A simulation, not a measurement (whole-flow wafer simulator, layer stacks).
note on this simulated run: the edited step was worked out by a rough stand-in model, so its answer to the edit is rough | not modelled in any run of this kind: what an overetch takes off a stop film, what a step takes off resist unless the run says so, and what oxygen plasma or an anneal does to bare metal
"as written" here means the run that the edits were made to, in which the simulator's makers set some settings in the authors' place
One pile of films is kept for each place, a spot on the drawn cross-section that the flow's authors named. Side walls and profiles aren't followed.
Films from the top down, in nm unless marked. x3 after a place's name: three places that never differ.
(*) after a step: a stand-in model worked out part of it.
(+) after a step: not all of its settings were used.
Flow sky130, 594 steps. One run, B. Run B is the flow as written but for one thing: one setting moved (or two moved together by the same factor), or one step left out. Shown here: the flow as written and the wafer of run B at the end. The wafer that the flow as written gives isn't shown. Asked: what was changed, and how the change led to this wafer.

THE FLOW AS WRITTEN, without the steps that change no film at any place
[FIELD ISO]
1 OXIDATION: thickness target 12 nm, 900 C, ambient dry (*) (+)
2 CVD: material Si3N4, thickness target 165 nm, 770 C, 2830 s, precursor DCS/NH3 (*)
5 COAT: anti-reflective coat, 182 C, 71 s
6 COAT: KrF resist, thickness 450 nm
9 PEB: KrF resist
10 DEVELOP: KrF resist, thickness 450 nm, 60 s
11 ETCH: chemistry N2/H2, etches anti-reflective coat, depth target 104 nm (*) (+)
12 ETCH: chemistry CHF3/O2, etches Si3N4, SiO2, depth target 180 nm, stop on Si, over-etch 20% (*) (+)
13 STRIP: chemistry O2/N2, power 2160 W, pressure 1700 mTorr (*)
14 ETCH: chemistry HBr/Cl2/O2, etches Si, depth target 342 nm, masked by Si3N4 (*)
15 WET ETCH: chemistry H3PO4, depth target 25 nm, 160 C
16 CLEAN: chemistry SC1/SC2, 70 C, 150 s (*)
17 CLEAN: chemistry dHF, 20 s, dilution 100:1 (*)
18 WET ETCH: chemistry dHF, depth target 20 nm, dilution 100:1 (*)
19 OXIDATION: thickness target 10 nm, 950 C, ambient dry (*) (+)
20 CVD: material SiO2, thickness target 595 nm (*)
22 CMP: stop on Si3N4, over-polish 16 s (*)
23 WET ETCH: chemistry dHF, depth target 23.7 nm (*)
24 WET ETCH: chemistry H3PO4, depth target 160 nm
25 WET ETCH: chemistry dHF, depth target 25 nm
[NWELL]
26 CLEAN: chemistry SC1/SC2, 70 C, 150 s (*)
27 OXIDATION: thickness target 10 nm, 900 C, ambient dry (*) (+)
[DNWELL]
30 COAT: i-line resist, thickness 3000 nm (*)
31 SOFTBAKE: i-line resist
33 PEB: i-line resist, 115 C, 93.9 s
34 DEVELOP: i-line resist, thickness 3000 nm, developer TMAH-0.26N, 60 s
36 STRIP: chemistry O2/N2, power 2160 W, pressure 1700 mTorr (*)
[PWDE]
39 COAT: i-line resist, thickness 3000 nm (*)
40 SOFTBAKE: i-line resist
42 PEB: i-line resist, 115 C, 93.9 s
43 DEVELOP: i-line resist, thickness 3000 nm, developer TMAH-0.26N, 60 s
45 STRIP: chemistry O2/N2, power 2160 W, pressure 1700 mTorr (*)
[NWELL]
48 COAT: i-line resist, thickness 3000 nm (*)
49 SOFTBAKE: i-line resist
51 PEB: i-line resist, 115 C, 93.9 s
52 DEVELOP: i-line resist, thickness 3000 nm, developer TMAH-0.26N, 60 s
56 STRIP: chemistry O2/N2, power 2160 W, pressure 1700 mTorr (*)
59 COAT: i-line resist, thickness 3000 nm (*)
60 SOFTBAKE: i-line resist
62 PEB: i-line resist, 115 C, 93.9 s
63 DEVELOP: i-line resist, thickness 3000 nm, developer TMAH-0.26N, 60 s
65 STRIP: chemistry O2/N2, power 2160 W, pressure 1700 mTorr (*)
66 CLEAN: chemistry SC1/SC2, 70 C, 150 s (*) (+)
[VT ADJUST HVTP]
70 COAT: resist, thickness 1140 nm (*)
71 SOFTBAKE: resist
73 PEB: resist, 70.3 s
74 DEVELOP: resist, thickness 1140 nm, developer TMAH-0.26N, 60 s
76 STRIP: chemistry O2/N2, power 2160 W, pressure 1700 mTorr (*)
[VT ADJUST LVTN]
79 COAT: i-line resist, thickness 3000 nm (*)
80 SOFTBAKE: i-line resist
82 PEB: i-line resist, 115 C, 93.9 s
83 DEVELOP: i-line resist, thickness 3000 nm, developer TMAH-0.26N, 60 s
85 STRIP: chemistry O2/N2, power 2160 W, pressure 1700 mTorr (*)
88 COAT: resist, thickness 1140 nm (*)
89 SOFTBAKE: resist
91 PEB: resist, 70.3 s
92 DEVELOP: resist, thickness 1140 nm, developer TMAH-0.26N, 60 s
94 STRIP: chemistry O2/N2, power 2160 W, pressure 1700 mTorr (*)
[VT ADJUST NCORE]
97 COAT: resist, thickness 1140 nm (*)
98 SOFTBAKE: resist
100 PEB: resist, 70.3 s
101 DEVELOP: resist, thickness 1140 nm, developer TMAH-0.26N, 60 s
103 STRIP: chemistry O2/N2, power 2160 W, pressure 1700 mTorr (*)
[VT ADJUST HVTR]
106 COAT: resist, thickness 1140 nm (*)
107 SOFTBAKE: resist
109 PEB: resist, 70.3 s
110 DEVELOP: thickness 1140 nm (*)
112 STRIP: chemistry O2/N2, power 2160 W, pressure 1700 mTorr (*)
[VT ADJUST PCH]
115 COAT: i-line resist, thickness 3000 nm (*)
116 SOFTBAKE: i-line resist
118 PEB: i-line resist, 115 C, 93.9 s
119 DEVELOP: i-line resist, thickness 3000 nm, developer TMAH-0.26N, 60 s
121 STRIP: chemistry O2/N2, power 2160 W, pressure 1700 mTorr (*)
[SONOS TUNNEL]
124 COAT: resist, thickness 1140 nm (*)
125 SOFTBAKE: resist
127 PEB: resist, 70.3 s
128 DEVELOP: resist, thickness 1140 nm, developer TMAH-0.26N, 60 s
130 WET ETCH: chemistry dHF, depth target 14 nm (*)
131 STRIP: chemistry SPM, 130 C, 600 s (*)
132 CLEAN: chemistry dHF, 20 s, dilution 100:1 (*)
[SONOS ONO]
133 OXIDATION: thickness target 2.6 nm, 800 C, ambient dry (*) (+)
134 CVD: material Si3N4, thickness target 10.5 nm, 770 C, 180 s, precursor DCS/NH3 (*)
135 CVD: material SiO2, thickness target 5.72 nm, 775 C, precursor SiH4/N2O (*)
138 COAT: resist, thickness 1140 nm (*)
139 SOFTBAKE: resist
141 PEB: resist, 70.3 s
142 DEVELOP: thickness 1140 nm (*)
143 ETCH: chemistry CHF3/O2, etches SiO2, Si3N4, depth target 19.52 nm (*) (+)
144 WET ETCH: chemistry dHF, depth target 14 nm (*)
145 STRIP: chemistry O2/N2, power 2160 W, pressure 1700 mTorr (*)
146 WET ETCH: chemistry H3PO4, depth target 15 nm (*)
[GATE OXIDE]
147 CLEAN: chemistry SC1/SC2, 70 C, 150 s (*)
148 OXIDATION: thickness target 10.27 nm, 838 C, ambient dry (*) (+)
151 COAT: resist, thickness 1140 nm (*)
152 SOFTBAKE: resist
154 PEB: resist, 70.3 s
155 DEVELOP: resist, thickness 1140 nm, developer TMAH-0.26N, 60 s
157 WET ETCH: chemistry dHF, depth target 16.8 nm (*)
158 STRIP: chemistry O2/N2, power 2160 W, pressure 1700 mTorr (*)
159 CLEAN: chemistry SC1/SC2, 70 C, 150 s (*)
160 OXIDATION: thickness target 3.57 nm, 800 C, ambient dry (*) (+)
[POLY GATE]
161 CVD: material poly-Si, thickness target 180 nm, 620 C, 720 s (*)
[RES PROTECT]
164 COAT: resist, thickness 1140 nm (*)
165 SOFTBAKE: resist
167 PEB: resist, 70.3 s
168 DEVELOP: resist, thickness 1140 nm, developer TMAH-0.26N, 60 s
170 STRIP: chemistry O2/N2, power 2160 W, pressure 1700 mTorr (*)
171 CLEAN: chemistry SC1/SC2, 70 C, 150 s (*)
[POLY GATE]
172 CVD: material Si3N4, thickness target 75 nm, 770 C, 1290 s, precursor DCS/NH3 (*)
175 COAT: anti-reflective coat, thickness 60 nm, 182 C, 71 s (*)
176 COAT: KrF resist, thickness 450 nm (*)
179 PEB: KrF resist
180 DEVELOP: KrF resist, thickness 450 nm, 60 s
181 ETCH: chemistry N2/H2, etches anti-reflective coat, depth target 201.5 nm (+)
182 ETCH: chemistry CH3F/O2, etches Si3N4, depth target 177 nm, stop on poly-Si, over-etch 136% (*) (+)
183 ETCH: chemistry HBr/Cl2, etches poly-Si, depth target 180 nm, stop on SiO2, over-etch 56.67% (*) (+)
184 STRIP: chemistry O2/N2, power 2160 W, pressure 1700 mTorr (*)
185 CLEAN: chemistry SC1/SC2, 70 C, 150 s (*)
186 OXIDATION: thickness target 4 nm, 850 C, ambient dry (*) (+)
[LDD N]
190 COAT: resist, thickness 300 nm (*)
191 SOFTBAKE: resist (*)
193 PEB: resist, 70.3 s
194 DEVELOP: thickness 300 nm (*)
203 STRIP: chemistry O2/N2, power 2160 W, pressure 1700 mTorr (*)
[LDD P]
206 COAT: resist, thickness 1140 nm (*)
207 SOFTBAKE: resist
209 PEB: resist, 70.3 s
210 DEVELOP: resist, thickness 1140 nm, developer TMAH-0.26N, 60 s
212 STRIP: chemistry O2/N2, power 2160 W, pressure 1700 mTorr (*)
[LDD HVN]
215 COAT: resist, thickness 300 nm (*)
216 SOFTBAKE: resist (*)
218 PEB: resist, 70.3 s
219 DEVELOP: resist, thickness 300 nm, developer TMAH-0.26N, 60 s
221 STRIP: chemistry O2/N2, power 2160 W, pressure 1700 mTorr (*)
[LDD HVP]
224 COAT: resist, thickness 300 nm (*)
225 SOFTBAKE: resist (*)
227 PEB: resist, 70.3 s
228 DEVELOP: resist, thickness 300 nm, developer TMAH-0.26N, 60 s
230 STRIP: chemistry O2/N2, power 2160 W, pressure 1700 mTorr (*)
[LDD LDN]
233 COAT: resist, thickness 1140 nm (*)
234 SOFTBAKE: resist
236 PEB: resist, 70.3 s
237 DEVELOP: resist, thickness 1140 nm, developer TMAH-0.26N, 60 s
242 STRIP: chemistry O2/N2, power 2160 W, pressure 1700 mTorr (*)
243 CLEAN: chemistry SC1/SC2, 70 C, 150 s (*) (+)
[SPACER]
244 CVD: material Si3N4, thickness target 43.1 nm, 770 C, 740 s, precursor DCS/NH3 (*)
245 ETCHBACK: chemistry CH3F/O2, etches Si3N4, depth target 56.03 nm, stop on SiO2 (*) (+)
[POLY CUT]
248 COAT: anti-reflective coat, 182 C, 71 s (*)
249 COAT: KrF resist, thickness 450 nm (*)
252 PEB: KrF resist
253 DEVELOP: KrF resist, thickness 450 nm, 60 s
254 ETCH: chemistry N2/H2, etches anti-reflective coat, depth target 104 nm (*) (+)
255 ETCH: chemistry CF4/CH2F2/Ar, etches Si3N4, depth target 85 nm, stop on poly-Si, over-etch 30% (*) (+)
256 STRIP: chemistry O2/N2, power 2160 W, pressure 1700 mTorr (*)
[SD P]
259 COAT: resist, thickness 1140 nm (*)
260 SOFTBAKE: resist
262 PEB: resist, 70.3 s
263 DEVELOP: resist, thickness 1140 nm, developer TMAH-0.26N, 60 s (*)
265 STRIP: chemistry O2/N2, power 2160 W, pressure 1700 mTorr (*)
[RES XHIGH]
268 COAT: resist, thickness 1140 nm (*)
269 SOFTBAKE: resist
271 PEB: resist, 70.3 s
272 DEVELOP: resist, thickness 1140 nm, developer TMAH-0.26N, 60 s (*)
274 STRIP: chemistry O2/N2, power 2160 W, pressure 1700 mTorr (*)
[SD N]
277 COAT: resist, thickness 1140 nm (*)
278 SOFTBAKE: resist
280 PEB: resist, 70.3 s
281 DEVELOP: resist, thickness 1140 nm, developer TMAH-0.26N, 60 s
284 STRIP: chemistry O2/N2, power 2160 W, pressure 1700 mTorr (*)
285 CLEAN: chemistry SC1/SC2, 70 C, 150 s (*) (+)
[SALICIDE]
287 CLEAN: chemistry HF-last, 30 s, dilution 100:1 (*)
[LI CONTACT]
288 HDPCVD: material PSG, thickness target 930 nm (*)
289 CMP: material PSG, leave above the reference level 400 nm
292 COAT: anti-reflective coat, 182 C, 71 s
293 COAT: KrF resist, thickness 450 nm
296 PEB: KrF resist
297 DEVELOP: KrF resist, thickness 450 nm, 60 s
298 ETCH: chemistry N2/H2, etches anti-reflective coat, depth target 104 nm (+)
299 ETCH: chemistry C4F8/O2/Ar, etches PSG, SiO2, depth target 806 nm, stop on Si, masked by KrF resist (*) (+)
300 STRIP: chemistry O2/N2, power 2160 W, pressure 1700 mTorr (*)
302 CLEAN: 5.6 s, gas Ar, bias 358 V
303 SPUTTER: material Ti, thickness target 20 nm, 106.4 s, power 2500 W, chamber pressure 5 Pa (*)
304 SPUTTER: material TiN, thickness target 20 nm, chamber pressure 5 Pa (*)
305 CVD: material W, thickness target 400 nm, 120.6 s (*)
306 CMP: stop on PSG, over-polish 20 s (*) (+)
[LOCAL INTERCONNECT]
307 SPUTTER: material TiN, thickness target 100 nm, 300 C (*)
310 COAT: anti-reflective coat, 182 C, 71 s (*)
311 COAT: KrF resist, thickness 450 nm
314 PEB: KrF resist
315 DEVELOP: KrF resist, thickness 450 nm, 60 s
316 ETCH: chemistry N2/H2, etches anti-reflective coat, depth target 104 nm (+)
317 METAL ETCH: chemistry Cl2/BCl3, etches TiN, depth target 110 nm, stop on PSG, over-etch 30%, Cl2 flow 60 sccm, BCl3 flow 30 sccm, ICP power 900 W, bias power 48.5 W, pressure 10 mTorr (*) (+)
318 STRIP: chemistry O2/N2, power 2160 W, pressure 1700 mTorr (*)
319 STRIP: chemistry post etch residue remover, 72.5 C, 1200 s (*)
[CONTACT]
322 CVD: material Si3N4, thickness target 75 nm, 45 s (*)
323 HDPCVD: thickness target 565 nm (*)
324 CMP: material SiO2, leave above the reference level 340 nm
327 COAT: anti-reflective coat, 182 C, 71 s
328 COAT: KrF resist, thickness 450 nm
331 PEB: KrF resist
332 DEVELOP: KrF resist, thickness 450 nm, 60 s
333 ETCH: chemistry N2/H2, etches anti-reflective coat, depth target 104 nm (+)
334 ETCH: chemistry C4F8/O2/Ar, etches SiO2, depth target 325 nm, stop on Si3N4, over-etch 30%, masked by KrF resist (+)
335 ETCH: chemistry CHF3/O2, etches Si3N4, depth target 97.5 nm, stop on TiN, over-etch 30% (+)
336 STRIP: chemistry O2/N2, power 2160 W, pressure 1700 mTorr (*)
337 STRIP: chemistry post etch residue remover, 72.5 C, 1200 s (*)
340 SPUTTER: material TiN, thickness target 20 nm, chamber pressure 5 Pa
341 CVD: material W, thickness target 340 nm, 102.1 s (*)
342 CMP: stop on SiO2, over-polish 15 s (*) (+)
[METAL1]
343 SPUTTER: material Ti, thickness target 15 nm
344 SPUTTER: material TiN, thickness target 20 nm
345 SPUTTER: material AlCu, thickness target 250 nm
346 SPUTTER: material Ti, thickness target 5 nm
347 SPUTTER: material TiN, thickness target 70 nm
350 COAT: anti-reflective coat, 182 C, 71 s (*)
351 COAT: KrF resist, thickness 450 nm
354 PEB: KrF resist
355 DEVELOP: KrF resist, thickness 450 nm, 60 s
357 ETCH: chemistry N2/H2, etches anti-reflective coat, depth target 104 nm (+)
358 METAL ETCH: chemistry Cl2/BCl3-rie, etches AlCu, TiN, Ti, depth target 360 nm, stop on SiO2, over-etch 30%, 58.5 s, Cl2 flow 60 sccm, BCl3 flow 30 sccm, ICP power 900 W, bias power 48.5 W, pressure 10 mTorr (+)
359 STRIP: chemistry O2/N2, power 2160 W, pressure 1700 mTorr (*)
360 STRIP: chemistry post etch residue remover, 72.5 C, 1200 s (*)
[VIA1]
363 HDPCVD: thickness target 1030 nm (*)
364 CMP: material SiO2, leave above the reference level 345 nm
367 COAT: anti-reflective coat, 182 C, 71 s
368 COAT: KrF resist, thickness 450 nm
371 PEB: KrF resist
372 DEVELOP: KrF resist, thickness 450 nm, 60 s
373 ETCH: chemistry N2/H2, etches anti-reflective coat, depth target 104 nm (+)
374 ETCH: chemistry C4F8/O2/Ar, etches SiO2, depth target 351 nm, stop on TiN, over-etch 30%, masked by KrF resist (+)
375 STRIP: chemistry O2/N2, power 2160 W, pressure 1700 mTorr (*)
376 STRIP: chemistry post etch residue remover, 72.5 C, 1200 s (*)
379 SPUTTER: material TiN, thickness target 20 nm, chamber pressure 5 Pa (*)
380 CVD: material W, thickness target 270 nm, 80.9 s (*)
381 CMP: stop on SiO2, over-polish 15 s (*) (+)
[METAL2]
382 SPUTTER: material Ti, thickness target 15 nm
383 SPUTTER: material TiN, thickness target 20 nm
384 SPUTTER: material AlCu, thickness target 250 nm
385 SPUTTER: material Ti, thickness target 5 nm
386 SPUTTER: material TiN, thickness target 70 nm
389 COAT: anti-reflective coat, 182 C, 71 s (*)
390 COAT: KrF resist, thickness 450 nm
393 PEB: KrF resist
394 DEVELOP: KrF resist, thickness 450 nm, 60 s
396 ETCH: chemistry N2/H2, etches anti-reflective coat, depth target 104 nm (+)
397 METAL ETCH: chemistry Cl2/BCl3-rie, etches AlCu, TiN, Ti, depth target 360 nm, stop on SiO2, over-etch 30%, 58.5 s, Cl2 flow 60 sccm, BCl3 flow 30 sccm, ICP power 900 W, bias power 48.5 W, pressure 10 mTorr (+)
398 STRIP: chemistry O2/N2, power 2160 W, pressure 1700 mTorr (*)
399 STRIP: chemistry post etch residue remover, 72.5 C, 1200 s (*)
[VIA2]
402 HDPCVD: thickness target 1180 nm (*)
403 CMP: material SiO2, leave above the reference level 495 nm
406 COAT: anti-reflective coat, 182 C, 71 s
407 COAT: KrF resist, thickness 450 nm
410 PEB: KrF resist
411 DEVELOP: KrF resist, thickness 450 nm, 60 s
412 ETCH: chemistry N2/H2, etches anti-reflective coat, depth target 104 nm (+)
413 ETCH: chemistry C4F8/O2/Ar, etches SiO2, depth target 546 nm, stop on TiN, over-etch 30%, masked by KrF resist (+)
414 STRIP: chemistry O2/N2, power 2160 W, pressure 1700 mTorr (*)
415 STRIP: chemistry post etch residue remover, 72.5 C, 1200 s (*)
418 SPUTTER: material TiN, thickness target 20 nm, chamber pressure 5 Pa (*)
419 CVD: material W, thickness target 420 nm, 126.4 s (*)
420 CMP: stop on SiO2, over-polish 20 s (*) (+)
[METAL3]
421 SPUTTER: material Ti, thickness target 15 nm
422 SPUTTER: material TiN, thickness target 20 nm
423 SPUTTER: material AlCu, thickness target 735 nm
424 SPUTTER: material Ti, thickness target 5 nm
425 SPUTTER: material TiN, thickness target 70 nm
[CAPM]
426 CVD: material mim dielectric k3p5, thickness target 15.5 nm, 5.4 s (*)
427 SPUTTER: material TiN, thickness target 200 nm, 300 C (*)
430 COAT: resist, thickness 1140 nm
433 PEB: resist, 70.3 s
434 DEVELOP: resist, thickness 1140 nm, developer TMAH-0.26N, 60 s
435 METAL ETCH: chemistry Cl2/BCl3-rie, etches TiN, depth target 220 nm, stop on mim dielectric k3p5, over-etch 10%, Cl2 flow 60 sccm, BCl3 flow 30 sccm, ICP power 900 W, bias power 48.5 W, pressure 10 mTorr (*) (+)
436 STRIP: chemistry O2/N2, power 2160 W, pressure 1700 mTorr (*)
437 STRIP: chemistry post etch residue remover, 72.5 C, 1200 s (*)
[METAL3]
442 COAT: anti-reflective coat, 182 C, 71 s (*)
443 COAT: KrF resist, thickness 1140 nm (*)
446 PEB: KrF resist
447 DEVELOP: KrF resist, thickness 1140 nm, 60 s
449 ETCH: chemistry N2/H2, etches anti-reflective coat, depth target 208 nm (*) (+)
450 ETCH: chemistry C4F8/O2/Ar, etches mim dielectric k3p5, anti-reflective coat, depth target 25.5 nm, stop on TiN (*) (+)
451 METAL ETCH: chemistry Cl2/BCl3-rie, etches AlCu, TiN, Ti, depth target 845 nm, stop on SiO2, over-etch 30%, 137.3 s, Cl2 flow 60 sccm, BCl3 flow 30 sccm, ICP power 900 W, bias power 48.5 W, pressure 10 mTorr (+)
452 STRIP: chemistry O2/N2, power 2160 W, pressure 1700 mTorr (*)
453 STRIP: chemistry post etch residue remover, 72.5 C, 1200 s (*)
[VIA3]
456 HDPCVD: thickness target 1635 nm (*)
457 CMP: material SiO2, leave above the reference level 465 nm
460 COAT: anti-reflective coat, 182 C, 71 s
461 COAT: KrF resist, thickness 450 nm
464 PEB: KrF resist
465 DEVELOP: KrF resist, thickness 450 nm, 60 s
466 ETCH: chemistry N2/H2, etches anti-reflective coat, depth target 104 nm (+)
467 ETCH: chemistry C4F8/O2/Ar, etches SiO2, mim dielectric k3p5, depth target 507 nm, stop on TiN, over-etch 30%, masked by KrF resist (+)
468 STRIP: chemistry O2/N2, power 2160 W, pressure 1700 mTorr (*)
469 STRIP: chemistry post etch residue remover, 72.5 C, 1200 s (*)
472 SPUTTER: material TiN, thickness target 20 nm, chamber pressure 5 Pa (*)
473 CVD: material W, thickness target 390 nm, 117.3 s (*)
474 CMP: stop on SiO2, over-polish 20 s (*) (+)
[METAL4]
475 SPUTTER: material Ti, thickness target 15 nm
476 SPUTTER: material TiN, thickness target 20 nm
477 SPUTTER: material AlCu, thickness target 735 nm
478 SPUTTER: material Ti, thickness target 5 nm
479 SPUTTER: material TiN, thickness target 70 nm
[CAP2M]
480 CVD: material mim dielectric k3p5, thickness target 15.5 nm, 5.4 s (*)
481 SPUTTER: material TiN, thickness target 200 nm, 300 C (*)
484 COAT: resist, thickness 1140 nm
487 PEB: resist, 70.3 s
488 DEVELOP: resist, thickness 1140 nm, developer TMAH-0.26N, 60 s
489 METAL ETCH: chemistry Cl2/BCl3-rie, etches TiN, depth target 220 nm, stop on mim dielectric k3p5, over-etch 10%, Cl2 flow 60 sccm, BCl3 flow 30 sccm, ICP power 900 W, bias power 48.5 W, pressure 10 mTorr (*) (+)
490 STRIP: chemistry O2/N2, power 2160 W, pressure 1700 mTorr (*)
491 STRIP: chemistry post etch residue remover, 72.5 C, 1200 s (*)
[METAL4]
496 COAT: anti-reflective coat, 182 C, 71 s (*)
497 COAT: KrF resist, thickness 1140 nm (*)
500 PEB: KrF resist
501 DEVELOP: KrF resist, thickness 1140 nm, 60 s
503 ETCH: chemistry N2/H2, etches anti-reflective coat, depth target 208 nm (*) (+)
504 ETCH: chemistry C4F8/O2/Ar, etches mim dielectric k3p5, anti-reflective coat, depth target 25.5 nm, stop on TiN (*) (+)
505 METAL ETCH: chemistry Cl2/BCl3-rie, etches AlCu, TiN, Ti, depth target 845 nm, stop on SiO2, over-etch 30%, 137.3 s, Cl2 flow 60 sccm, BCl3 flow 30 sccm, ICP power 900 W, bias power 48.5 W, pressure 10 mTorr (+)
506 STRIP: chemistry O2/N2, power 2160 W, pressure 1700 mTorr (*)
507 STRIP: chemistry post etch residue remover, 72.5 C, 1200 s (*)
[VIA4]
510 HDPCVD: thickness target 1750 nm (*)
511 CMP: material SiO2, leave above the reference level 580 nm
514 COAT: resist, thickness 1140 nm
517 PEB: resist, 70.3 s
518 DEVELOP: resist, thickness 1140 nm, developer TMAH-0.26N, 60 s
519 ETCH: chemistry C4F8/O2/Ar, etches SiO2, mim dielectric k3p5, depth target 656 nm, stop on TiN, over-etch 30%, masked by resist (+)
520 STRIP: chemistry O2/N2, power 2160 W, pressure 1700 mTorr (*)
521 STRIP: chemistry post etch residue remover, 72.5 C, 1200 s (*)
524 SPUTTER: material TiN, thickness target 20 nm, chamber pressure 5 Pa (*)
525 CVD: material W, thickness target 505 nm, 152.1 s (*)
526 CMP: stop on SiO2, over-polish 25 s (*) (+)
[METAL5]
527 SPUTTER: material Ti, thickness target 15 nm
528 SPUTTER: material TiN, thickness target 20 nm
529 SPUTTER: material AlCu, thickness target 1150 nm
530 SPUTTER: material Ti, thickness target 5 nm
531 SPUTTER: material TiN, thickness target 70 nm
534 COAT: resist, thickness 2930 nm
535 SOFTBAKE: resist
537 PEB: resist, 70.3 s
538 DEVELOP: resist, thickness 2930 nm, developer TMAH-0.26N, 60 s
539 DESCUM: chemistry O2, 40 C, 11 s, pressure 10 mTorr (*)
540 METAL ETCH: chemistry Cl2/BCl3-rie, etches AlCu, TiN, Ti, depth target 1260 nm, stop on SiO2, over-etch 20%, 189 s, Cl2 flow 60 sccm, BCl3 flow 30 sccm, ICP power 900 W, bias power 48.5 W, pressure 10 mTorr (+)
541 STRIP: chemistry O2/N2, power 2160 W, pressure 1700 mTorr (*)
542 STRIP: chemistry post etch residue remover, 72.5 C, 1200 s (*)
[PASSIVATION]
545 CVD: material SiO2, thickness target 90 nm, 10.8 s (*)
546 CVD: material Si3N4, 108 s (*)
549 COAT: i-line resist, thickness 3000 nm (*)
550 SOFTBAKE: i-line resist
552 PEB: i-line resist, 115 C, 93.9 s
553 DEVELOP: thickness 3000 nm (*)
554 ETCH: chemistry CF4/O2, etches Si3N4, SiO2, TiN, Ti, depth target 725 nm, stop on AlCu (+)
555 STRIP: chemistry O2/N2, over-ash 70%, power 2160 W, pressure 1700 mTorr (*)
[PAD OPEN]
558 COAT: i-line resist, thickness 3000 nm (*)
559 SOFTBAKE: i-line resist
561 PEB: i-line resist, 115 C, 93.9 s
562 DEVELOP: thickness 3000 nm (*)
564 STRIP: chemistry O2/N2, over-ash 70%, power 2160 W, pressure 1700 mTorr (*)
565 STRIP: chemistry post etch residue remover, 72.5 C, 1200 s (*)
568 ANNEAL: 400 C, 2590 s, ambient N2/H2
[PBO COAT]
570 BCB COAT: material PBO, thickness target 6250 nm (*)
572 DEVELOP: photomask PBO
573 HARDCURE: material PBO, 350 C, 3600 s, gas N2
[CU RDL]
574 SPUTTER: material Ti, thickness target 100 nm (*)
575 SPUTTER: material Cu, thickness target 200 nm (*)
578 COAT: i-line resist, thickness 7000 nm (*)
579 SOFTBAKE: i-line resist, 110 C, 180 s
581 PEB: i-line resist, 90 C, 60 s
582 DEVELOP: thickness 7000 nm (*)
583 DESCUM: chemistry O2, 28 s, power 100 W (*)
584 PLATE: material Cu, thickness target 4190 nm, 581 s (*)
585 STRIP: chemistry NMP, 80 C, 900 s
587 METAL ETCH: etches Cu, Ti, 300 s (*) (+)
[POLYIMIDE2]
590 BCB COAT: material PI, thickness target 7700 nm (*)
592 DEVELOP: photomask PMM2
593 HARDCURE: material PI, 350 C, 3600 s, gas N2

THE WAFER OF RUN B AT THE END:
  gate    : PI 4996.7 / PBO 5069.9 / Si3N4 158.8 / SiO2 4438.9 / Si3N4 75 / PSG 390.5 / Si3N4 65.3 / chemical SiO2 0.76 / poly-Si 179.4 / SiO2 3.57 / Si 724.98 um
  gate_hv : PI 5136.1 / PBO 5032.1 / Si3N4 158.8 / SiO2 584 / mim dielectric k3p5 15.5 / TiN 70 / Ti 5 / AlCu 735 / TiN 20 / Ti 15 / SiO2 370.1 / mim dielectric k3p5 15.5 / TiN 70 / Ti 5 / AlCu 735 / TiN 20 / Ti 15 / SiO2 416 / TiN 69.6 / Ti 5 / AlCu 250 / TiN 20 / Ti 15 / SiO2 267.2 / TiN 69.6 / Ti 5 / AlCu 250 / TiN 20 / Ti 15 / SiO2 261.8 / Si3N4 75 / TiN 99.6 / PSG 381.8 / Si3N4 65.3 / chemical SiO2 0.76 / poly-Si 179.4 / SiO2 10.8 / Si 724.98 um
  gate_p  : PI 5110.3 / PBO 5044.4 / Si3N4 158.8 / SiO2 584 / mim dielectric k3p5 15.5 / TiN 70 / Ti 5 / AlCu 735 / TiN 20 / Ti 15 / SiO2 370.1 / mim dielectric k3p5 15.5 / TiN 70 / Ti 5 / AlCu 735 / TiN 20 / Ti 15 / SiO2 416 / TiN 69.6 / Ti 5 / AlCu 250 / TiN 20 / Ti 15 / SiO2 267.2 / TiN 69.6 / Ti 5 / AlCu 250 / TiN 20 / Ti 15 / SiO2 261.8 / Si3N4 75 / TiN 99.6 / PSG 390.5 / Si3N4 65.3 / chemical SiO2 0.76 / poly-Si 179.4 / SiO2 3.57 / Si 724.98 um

The cause: step 244, CVD: thickness target 47.4 nm was run, where the flow has thickness target 43.1 nm; step 244, CVD: 814 s was run, where the flow has 740 s.

How the change led to this, step by step:
  244 CVD: material Si3N4, thickness target 43.1 nm, 770 C, 740 s, precursor DCS/NH3 (*)
      field, active, p_well and 101 more: Si3N4 +47.4 (new film) (as written it would be: Si3N4 +43.1 (new film))
      n_well, gate, gate_hv and 74 more: Si3N4 +47.4 (as written it would be: Si3N4 +43.1)
  245 ETCHBACK: chemistry CH3F/O2, etches Si3N4, depth target 56.03 nm, stop on SiO2 (*) (+)
      field, active, p_well and 101 more: Si3N4 -47.4 (all of it), SiO2 -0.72 (as written it would be: Si3N4 -43.1 (all of it), SiO2 -1.08)
  248 COAT: anti-reflective coat, 182 C, 71 s (*)
      gate_hv: anti-reflective coat +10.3 (new film) (as written it would be: anti-reflective coat +10.9 (new film))
      m1: anti-reflective coat +15.4 (new film) (as written it would be: anti-reflective coat +16.3 (new film))
      (and at 27 more places)
  254 ETCH: chemistry N2/H2, etches anti-reflective coat, depth target 104 nm (*) (+)
      rxpo_ln: anti-reflective coat -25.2 (all of it), Si3N4 -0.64 (as written it would be: anti-reflective coat -23.9 (all of it), Si3N4 -0.66)
  255 ETCH: chemistry CF4/CH2F2/Ar, etches Si3N4, depth target 85 nm, stop on poly-Si, over-etch 30% (*) (+)
      field, active, n_well and 180 more: KrF resist -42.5 (as written it would be: KrF resist -40.7)
      rpo_wd, rxpo_wd: Si3N4 -65.9 (all of it), chemical SiO2 -0.75 (all of it) (as written it would be: Si3N4 -61.6 (all of it), chemical SiO2 -0.75 (all of it))
      (and at 5 more places)
  256 STRIP: chemistry O2/N2, power 2160 W, pressure 1700 mTorr (*)
      gate_hv: KrF resist -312 (all of it), anti-reflective coat -10.3 (all of it) (as written it would be: KrF resist -314.7 (all of it), anti-reflective coat -10.9 (all of it))
      m1: KrF resist -284.5 (all of it), anti-reflective coat -15.4 (all of it) (as written it would be: KrF resist -287.2 (all of it), anti-reflective coat -16.3 (all of it))
      (and at 27 more places)
  260 SOFTBAKE: resist
      field_nw: resist +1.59 (as written it would be: resist +0.42)
  269 SOFTBAKE: resist
      field_nw: resist +1.59 (as written it would be: resist +0.42)
  278 SOFTBAKE: resist
      field_nw: resist +1.59 (as written it would be: resist +0.42)
  306 CMP: stop on PSG, over-polish 20 s (*) (+)
      poly_licon: W -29 (as written it would be: W -33.3)
